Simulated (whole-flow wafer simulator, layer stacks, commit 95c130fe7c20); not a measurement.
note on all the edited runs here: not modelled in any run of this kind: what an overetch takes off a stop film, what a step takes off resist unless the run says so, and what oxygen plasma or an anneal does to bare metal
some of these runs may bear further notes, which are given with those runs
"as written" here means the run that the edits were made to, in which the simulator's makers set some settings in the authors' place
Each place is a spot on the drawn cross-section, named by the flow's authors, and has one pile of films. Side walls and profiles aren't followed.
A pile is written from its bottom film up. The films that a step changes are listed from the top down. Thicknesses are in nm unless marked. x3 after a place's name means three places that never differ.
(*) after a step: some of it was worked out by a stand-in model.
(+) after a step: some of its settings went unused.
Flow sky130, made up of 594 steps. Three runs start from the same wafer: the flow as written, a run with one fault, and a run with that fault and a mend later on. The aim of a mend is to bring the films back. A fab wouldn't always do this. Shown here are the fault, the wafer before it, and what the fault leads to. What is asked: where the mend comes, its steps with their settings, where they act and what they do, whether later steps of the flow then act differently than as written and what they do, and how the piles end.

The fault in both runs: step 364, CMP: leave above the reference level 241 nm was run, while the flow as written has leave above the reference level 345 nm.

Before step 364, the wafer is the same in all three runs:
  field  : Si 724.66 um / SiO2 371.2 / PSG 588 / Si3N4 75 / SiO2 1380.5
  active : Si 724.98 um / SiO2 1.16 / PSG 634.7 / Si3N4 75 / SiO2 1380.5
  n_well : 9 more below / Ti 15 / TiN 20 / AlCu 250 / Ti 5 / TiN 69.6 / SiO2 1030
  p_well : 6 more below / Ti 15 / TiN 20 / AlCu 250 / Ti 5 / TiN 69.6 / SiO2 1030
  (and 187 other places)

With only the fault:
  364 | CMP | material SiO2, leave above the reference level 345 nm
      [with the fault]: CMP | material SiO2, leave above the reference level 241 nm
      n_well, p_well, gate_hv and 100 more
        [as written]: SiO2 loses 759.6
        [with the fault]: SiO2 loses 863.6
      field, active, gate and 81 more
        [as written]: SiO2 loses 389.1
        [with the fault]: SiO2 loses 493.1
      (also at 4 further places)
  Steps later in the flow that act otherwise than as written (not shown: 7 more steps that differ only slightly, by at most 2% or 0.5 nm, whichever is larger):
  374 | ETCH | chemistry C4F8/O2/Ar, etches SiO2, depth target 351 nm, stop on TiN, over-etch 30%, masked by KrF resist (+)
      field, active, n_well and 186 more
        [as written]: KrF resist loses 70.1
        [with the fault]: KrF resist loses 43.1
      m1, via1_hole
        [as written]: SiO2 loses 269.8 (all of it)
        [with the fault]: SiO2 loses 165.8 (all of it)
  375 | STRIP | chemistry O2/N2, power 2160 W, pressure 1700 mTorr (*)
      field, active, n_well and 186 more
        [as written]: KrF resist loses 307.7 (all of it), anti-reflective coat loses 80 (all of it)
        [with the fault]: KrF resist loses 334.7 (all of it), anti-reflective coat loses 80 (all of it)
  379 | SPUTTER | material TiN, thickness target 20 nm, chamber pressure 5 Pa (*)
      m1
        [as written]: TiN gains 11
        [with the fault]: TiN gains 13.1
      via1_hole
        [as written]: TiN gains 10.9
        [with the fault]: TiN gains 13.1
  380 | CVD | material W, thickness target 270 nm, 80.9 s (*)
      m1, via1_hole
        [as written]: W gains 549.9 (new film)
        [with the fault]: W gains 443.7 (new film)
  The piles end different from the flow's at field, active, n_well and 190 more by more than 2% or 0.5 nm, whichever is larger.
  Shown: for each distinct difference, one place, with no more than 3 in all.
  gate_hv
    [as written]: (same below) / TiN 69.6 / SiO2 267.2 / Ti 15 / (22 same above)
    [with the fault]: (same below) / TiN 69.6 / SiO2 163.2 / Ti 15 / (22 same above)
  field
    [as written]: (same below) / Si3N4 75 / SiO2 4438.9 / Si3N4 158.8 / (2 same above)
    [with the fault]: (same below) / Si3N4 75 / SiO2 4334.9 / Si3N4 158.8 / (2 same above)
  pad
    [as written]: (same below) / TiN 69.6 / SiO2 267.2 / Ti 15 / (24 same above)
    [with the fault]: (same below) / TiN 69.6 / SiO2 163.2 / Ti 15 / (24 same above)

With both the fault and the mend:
  After step 364 comes the mend.
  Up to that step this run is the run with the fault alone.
  364a | HDPCVD | thickness target 104 nm (*) (the flow's step 363 again, with other settings)
      field, active, n_well and 188 more
        SiO2 gains 104
  Every later step of the flow that is run acts as written, at every place that is followed, to within 2% or 0.5 nm, whichever is larger.
  The piles end the same as the flow's at every place that both follow.
